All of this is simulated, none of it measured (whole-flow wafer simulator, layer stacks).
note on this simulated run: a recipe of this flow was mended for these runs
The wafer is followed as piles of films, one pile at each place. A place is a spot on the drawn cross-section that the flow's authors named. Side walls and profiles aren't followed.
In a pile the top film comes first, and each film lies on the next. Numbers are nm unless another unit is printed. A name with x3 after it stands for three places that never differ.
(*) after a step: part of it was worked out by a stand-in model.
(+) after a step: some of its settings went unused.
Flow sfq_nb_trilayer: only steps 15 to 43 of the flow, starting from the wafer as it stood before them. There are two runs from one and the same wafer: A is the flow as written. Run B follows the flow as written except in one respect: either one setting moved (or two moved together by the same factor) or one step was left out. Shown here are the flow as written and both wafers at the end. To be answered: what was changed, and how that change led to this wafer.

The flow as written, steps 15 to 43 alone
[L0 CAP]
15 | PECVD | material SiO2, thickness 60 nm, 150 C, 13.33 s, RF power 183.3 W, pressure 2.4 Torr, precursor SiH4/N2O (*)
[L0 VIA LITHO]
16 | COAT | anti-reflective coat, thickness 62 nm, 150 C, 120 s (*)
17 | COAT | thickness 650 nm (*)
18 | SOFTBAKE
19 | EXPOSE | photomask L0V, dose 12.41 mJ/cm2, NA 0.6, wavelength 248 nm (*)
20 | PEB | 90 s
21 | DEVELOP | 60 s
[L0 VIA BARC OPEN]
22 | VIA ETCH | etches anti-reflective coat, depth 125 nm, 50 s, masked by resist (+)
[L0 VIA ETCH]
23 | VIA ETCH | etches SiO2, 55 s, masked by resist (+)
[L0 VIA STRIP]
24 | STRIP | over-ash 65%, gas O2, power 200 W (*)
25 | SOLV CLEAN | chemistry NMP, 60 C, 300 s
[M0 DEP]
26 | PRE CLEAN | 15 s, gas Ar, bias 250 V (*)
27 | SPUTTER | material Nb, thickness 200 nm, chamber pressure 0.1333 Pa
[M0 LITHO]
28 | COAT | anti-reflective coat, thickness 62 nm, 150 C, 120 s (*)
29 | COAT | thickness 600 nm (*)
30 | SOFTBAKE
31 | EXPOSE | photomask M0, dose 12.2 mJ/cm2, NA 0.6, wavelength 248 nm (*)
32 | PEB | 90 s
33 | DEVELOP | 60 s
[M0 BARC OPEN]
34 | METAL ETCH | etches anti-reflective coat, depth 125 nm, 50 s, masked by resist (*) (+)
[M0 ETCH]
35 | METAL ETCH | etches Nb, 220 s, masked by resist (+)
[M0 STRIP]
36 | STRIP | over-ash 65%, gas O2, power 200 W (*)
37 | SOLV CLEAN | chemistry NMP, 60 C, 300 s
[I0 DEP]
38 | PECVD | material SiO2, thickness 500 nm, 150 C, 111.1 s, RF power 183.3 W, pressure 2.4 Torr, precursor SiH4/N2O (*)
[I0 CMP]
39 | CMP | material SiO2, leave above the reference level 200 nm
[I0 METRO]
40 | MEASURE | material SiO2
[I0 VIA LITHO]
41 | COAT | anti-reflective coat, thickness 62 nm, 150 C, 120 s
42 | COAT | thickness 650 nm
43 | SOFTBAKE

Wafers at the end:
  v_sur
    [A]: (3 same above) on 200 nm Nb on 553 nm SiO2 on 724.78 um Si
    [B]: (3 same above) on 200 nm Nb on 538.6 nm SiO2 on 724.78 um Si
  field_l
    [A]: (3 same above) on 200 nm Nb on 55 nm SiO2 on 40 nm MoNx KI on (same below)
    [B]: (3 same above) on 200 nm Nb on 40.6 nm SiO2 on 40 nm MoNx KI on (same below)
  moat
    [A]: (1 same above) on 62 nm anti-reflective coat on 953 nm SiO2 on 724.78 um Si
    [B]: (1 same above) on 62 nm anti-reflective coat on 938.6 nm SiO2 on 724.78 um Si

The reason: step 15, PECVD: thickness 45.6 nm was run, while the flow as written has thickness 60 nm; step 15, PECVD: 10.13 s was run, where the flow has 13.33 s.

How this came from the change, step by step:
  15 | PECVD | material SiO2, thickness 60 nm, 150 C, 13.33 s, RF power 183.3 W, pressure 2.4 Torr, precursor SiH4/N2O (*)
      v_sur, via_wl, via_w and 97 more: A +60 SiO2 | B +45.6 SiO2
      field_l, l0_sur, l0v, l0r_line_l, l0r_line_c, l0r_line_r: A +60 SiO2 (new film) | B +45.6 SiO2 (new film)
  23 | VIA ETCH | etches SiO2, 55 s, masked by resist (+)
      l0v: A -59.7 SiO2 (all of it), -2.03 MoNx KI | B -45.3 SiO2 (all of it), -3.47 MoNx KI
  28 | COAT | anti-reflective coat, thickness 62 nm, 150 C, 120 s (*)
      l0_sur: A +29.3 anti-reflective coat (new film) | B +33.7 anti-reflective coat (new film)
      l0v: A +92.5 anti-reflective coat (new film) | B +86 anti-reflective coat (new film)
  36 | STRIP | over-ash 65%, gas O2, power 200 W (*)
      l0_sur: A -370 KrF-resist-other-grade (all of it), -29.3 anti-reflective coat (all of it) | B -367.7 KrF-resist-other-grade (all of it), -33.7 anti-reflective coat (all of it)
      l0v: A -374.1 KrF-resist-other-grade (all of it), -92.5 anti-reflective coat (all of it) | B -368.2 KrF-resist-other-grade (all of it), -86 anti-reflective coat (all of it)
  39 | CMP | material SiO2, leave above the reference level 200 nm
      l0v: A -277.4 SiO2 | B -292.5 SiO2
